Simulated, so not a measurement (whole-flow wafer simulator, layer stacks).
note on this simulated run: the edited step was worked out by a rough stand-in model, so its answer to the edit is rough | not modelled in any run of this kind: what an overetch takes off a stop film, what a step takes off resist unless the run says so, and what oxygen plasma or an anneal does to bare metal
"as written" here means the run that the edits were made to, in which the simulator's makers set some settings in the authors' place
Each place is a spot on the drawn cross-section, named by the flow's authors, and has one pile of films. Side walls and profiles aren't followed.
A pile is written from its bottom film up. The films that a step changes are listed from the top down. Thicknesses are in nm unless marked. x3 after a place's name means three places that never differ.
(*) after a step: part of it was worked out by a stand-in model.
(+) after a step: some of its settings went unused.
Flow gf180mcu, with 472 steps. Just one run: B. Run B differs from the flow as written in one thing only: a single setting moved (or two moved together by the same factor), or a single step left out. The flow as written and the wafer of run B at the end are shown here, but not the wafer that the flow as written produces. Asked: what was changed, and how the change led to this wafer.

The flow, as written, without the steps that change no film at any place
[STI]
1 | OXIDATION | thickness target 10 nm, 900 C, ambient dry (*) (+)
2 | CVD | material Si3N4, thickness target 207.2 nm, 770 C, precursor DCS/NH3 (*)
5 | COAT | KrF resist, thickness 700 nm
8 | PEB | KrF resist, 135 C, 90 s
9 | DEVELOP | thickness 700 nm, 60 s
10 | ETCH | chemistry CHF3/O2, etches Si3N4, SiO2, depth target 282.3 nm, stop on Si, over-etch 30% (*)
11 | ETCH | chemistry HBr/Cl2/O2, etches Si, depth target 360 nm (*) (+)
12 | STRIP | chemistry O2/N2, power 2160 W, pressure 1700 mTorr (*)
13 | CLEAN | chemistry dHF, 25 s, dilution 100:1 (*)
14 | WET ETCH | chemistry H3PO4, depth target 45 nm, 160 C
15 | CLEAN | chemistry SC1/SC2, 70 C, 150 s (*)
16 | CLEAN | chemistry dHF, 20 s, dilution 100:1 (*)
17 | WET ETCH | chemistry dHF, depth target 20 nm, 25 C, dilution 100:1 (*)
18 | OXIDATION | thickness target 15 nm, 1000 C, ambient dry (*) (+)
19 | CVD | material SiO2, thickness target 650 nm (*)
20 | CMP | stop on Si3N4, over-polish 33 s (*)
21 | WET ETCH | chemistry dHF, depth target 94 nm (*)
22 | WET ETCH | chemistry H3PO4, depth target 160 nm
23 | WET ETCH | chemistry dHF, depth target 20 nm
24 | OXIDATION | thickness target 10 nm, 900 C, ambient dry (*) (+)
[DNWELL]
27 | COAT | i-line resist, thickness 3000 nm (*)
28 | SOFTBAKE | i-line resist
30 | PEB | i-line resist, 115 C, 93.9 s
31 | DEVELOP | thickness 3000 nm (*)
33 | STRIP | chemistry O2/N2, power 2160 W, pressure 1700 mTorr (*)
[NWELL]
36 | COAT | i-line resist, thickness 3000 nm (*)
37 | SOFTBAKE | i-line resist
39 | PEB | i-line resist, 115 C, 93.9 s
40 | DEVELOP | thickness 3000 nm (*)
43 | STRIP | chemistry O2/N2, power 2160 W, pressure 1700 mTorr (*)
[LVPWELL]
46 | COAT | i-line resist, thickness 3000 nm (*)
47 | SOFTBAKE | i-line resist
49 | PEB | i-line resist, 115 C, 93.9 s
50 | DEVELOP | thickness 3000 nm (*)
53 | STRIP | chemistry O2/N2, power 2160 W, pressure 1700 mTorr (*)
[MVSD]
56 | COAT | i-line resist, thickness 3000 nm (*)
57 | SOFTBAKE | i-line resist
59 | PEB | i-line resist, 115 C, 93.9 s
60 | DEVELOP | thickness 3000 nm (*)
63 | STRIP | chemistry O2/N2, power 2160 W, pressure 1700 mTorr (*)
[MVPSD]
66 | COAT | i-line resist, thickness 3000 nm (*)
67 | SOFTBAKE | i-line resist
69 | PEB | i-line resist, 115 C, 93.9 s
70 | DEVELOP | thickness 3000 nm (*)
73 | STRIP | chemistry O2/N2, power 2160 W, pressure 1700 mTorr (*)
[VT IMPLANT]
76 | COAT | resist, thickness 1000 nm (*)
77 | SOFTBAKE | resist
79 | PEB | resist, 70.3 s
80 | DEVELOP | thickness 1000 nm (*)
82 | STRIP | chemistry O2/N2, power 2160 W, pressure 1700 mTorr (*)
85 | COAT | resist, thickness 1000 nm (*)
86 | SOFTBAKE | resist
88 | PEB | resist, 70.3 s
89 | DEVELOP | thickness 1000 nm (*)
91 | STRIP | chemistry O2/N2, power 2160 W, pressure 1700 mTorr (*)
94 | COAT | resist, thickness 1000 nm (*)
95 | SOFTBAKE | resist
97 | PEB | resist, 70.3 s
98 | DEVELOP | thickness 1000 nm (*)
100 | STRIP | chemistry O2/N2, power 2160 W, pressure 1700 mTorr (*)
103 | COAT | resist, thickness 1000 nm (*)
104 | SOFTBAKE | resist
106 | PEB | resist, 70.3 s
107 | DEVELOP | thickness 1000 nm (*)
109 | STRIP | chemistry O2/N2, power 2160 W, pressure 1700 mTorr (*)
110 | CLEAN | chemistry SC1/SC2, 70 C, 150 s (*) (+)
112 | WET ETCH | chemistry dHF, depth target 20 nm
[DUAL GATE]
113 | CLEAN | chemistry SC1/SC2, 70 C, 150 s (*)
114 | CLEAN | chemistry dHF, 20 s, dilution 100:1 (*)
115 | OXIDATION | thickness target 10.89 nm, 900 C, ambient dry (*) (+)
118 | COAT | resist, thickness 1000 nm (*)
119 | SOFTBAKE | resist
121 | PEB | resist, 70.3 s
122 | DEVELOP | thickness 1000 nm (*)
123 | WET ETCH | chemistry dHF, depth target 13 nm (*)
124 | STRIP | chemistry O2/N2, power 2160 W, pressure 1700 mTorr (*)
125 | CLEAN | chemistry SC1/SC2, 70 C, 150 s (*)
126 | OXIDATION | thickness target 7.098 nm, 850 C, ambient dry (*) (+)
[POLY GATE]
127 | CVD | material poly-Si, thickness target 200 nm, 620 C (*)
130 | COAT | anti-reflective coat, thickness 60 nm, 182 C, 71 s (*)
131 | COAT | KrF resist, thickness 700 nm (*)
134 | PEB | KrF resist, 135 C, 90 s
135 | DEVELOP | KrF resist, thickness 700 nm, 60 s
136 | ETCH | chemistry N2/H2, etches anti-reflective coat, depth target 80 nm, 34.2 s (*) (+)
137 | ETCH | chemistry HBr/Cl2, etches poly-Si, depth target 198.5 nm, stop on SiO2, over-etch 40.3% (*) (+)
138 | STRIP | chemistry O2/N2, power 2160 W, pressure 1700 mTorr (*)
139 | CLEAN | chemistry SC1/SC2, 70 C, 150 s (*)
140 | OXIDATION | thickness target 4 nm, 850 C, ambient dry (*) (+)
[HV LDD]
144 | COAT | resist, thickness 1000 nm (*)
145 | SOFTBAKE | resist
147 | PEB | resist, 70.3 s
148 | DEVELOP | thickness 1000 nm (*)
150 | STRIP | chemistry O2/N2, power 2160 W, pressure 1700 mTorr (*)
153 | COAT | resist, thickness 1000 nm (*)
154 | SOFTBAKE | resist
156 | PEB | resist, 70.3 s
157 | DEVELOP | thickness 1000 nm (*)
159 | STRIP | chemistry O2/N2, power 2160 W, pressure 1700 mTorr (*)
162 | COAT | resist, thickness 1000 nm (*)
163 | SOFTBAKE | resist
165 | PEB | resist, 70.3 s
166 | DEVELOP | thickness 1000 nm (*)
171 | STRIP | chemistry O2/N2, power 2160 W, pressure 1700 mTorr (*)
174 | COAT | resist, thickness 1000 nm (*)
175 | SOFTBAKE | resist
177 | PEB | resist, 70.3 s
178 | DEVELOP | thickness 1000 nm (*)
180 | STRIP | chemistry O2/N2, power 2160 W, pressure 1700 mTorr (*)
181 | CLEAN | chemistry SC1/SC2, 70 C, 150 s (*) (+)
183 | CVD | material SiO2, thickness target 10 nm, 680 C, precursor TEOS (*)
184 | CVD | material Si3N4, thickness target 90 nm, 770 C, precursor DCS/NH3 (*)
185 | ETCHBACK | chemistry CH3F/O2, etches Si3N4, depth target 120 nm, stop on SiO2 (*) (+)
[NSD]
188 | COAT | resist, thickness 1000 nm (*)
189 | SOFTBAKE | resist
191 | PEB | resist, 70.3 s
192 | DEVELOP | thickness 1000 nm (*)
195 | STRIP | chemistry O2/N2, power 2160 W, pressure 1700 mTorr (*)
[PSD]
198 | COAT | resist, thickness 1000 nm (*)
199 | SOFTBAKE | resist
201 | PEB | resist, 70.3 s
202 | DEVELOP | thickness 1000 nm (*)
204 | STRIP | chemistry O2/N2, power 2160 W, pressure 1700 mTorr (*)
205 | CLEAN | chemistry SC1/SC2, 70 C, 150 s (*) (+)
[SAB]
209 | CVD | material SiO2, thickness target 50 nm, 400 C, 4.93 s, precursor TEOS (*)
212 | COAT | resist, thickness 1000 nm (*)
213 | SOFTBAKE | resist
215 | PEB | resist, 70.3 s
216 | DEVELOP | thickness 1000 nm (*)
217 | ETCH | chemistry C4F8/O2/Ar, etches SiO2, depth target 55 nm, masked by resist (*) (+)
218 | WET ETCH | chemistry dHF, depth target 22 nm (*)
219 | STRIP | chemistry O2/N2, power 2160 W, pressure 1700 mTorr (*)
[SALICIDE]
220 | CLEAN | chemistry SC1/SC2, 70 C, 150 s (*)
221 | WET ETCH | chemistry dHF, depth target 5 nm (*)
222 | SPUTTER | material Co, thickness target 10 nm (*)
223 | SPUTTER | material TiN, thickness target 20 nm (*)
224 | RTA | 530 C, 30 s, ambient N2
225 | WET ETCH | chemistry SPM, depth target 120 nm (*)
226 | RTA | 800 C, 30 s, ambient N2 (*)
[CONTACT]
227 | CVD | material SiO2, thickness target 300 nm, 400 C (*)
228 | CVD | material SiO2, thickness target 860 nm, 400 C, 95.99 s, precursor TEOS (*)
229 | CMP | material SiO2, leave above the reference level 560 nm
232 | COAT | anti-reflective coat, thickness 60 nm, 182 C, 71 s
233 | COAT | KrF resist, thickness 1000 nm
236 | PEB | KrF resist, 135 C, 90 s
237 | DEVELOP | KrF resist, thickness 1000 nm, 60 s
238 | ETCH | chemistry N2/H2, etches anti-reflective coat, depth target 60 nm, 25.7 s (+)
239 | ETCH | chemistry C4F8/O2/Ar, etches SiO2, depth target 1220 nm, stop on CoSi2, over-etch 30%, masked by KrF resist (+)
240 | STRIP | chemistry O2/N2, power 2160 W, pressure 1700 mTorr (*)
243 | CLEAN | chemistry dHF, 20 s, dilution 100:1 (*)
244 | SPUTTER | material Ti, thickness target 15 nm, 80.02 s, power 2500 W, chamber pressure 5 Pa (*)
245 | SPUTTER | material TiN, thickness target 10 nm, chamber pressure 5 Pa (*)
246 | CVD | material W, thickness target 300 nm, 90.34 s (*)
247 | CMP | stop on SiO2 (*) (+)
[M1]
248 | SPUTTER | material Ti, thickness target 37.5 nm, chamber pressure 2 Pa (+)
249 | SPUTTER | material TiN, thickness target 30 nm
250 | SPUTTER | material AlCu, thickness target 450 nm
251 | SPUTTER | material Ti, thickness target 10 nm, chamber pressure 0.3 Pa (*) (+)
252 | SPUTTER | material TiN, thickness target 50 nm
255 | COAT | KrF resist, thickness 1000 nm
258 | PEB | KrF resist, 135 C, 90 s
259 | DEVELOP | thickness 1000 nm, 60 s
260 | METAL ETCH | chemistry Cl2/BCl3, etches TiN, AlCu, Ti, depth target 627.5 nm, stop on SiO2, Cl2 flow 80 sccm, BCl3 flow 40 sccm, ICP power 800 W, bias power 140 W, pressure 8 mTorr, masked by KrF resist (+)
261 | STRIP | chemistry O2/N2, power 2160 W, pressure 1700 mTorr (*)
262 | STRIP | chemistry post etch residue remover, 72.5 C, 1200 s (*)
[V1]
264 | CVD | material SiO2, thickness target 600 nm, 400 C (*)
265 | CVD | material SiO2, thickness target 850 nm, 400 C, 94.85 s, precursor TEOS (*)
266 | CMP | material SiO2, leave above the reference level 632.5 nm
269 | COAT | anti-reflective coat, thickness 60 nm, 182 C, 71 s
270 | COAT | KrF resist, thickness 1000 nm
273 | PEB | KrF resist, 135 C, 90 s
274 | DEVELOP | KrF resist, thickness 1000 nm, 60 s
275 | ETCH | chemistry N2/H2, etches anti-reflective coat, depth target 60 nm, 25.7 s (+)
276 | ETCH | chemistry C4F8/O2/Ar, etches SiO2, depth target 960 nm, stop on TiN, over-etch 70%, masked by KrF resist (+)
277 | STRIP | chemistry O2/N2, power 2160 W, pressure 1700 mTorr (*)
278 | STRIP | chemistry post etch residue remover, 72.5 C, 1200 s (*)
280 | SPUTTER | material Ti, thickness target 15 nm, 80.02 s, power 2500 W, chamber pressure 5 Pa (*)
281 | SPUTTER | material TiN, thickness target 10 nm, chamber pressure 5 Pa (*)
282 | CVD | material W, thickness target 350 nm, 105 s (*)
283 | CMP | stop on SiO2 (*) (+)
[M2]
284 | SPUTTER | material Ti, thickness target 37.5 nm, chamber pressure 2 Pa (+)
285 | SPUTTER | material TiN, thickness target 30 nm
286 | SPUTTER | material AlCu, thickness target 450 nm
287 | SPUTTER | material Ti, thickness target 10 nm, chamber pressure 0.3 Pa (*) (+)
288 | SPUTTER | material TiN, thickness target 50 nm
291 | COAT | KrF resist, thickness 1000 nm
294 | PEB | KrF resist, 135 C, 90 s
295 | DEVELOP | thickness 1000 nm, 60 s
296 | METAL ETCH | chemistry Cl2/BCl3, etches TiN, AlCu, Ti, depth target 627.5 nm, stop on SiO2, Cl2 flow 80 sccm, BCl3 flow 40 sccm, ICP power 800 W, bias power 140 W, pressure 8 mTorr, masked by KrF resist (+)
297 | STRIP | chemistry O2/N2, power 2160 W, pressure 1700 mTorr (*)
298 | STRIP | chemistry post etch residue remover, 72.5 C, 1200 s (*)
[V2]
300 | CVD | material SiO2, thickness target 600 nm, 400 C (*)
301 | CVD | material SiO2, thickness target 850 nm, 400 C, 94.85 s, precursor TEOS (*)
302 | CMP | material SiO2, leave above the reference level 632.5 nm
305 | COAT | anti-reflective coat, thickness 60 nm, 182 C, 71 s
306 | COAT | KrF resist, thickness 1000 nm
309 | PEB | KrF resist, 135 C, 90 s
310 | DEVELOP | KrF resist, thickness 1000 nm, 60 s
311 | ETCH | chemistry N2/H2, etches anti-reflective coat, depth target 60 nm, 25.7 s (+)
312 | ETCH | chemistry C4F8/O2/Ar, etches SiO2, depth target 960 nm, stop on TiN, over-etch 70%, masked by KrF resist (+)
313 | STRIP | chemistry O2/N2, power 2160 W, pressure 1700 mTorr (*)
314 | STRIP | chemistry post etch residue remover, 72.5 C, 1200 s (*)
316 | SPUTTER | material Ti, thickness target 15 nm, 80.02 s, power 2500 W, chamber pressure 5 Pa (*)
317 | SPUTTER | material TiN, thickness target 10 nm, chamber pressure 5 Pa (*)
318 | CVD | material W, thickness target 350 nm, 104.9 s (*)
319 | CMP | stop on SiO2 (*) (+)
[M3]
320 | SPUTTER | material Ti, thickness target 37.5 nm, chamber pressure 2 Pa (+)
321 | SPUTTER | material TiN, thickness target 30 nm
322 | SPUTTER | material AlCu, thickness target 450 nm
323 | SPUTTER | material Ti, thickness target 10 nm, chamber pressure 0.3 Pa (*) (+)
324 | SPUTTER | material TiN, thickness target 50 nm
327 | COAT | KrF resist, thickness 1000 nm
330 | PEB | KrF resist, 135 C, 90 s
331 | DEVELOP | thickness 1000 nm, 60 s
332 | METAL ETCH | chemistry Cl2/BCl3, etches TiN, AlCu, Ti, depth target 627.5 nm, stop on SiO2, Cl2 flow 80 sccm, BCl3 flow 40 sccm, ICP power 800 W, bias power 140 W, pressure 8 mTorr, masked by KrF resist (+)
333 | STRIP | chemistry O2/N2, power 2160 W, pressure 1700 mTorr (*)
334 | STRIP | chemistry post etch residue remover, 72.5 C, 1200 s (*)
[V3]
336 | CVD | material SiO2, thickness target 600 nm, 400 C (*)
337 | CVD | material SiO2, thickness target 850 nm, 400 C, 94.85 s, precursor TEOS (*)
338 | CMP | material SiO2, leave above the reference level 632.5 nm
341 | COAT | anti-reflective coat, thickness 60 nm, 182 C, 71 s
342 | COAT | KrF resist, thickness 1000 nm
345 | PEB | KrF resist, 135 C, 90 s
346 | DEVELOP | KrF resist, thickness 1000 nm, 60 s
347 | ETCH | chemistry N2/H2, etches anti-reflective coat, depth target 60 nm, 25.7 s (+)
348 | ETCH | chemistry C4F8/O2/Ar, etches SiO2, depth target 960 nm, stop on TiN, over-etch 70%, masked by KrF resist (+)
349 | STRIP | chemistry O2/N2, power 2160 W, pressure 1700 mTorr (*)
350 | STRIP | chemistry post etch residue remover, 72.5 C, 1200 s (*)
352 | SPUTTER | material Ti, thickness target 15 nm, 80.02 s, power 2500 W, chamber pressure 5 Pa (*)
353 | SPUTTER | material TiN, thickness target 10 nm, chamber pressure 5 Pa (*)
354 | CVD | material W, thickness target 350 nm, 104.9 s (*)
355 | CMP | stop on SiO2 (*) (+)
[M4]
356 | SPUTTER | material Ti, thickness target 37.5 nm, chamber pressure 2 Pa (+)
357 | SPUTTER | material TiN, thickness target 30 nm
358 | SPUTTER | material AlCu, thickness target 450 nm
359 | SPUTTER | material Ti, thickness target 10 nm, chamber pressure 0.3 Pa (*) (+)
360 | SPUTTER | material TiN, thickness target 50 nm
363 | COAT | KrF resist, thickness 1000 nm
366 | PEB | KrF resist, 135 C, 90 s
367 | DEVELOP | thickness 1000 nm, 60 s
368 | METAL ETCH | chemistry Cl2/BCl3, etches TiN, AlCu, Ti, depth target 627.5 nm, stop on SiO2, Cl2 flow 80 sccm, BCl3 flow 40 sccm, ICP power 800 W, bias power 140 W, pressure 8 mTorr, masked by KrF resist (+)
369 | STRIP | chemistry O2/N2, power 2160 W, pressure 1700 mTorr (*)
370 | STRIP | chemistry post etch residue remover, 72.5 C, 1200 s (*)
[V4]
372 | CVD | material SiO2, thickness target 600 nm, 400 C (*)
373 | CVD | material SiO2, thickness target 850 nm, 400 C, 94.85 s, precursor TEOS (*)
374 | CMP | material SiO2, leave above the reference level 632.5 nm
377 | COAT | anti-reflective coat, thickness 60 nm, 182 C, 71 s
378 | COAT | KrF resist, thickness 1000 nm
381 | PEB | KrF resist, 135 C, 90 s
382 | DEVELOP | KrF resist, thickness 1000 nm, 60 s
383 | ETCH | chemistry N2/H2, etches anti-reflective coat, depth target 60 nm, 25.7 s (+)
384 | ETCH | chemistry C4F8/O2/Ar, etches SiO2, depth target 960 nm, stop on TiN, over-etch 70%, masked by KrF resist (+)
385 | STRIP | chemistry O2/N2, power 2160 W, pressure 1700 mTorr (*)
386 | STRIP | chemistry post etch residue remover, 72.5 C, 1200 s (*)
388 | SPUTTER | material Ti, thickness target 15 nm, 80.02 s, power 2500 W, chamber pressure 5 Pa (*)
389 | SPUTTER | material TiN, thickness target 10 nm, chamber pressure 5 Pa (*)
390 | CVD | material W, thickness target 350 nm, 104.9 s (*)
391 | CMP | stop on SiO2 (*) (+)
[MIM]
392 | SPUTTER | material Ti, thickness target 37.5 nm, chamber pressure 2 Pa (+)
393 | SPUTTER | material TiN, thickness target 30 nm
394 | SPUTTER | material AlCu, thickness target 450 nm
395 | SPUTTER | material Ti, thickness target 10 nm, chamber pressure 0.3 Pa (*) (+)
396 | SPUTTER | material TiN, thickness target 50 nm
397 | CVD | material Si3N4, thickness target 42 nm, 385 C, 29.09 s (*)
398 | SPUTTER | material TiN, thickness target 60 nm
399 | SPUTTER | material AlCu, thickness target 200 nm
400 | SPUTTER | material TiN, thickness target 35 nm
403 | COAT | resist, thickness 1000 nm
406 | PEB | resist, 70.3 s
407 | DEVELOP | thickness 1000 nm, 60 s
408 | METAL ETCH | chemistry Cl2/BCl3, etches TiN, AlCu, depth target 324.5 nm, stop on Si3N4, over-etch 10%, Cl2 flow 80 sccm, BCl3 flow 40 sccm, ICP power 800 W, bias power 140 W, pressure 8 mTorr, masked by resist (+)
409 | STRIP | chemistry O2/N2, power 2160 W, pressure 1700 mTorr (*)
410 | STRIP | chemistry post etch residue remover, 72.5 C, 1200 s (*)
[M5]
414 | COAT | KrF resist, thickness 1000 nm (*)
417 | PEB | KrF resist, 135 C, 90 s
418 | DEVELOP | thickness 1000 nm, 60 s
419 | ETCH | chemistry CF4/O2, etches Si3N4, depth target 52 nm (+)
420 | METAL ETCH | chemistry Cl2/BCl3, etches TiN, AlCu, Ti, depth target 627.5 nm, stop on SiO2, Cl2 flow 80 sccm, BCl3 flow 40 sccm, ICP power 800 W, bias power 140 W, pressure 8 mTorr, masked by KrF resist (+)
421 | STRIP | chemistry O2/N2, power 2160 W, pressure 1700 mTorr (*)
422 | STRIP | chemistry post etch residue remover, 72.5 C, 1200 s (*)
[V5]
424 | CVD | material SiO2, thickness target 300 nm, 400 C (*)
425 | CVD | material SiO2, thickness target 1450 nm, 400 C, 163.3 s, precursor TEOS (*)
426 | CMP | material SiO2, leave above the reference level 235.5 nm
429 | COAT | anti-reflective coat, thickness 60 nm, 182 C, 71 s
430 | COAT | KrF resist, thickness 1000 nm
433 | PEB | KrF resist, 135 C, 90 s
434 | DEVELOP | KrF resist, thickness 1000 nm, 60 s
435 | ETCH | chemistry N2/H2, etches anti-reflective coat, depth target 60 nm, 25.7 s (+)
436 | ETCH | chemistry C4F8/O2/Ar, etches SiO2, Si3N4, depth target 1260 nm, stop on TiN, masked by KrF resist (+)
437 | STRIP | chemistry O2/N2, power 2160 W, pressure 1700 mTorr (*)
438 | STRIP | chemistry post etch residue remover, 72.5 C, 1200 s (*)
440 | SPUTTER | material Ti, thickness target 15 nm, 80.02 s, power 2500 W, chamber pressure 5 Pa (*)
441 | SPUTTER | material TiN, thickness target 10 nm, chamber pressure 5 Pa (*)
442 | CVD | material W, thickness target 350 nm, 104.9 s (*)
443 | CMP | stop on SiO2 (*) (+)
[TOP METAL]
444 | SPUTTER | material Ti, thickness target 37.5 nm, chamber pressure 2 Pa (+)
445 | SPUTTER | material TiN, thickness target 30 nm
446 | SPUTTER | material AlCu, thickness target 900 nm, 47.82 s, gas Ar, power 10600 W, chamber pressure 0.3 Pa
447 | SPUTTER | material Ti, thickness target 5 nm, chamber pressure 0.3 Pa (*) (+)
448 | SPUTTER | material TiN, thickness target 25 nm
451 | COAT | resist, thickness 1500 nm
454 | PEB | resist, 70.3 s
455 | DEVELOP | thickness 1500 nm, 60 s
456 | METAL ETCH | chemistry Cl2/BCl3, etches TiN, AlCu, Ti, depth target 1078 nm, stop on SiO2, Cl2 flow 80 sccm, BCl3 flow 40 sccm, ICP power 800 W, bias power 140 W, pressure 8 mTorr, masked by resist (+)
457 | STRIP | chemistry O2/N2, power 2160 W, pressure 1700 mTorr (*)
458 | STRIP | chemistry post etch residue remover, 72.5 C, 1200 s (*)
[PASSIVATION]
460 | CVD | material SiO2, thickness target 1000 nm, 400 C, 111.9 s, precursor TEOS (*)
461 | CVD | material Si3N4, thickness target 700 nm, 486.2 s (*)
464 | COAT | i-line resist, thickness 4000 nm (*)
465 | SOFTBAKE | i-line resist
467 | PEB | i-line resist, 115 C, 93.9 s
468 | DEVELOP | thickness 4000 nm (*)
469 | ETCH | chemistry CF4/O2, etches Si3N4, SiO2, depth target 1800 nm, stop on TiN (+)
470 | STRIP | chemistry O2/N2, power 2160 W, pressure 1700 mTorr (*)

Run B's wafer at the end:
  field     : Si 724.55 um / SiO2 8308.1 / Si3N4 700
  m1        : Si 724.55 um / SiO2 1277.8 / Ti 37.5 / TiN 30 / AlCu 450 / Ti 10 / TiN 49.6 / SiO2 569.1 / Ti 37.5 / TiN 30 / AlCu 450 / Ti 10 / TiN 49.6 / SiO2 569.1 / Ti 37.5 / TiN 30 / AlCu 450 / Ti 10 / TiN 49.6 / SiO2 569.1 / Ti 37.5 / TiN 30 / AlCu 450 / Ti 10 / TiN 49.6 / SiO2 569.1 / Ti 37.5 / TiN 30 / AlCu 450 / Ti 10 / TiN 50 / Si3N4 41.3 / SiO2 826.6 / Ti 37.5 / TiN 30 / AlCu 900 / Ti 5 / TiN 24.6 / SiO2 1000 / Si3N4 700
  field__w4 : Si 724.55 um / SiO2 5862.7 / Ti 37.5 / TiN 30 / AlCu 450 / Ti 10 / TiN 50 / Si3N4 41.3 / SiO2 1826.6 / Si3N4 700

What caused this: step 11, ETCH: depth target 441 nm was run, though the flow has depth target 360 nm.

How this came from the change, step by step:
  11 | ETCH | chemistry HBr/Cl2/O2, etches Si, depth target 360 nm (*) (+)
      active, n_well, p_well and 40 more: -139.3 KrF resist (as written it would have been: -112.3 KrF resist)
      field, field_sub, sti and 34 more: -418 Si (as written it would have been: -337 Si)
  12 | STRIP | chemistry O2/N2, power 2160 W, pressure 1700 mTorr (*)
      active, n_well, p_well and 40 more: -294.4 KrF resist (all of it) (as written it would have been: -321.4 KrF resist (all of it))
  19 | CVD | material SiO2, thickness target 650 nm (*)
      m1, ld_fp_n, ld_drift_n and 8 more: +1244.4 SiO2 (as written it would have been: +1163.4 SiO2)
  20 | CMP | stop on Si3N4, over-polish 33 s (*)
      sti, mim_1p0, pad and 11 more: -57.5 SiO2 (as written it would have been: -138.5 SiO2)
      nw_enc_fld, nw_enc_fld_lv: -61.5 SiO2 (as written it would have been: -142.5 SiO2)
      (and at 10 other places as well)
  223 | SPUTTER | material TiN, thickness target 20 nm (*)
      field__w12: +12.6 TiN (new film) (as written it would have been: +12 TiN (new film))
  225 | WET ETCH | chemistry SPM, depth target 120 nm (*)
      field__w12: -12.6 TiN (all of it), -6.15 Co (all of it) (as written it would have been: -12 TiN (all of it), -6.15 Co (all of it))
